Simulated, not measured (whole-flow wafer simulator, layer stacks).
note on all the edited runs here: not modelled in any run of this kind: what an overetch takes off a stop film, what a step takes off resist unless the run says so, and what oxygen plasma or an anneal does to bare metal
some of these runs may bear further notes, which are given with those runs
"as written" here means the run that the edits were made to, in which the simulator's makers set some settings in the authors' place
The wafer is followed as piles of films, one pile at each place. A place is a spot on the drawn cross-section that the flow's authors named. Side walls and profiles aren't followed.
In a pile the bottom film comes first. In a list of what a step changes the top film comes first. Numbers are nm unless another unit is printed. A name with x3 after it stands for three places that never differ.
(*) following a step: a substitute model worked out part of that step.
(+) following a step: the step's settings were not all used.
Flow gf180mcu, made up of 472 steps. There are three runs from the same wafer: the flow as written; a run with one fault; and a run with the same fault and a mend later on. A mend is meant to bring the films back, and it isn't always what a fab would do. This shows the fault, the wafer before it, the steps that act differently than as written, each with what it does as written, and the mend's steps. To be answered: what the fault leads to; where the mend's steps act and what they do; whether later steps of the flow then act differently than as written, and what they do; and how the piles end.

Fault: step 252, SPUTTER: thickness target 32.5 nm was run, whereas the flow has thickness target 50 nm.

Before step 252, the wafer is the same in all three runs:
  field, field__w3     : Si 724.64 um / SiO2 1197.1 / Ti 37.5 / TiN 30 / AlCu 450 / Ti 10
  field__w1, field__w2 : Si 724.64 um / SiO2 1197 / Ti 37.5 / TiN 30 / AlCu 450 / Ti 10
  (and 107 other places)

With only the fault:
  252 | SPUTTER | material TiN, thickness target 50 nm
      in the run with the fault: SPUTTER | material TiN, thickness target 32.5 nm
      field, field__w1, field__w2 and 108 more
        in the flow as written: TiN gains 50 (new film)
        in the run with the fault: TiN gains 32.5 (new film)
  Steps later in the flow that act otherwise than as written (4 other steps are not shown; they differ only slightly, by no more than 2% or 0.5 nm, whichever is larger):
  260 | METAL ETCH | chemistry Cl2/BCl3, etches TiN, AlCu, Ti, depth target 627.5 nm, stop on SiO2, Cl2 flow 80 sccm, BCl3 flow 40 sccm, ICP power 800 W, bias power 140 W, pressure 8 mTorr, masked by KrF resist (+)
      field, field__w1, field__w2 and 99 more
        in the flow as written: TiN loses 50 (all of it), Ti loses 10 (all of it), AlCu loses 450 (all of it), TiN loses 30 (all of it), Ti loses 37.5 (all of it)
        in the run with the fault: TiN loses 32.5 (all of it), Ti loses 10 (all of it), AlCu loses 450 (all of it), TiN loses 30 (all of it), Ti loses 37.5 (all of it)
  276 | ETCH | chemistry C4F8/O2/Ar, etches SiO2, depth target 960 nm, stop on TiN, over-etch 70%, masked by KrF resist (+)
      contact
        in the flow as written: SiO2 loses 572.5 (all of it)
        in the run with the fault: SiO2 loses 590 (all of it)
  The piles end different from the flow's at field__w8, contact, m1 and 6 more by more than 2% or 0.5 nm, whichever is larger.
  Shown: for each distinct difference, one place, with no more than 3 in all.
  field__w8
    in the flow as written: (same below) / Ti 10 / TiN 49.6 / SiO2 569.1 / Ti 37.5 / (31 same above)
    in the run with the fault: (same below) / Ti 10 / TiN 32.1 / SiO2 586.6 / Ti 37.5 / (31 same above)
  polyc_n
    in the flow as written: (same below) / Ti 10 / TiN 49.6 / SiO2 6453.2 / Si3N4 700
    in the run with the fault: (same below) / Ti 10 / TiN 32.1 / SiO2 6470.7 / Si3N4 700
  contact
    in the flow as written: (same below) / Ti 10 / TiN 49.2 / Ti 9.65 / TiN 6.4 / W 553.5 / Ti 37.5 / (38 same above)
    in the run with the fault: (same below) / Ti 10 / TiN 31.7 / Ti 9.55 / TiN 6.34 / W 571.2 / Ti 37.5 / (38 same above)

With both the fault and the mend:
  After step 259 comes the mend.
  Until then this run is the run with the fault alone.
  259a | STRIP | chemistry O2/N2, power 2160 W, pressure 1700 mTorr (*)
      field__w8, contact, m1 and 6 more
        KrF resist loses 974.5 (all of it)
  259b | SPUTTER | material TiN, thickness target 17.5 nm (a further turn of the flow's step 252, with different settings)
      field, field__w1, field__w2 and 108 more
        TiN gains 17.5
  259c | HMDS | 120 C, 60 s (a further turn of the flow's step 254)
      alters no film at any place that is followed
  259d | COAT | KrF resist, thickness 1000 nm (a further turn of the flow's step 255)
      field, field__w1, field__w2 and 108 more
        KrF resist gains 1000 (new film)
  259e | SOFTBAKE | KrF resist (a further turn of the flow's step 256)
      alters no film at any place that is followed
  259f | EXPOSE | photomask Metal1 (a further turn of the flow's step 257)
      alters no film at any place that is followed
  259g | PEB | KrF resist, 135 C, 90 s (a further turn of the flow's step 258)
      field, field__w1, field__w2 and 108 more
        KrF resist loses 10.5
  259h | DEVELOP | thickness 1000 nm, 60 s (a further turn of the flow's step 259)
      field, field__w1, field__w2 and 99 more
        KrF resist loses 989.5 (all of it)
      field__w8, contact, m1 and 6 more
        KrF resist loses 14.9
  Later steps of the flow that are run all act as written at every place that is followed.
  By the end, the piles equal the flow's at every place that both follow.
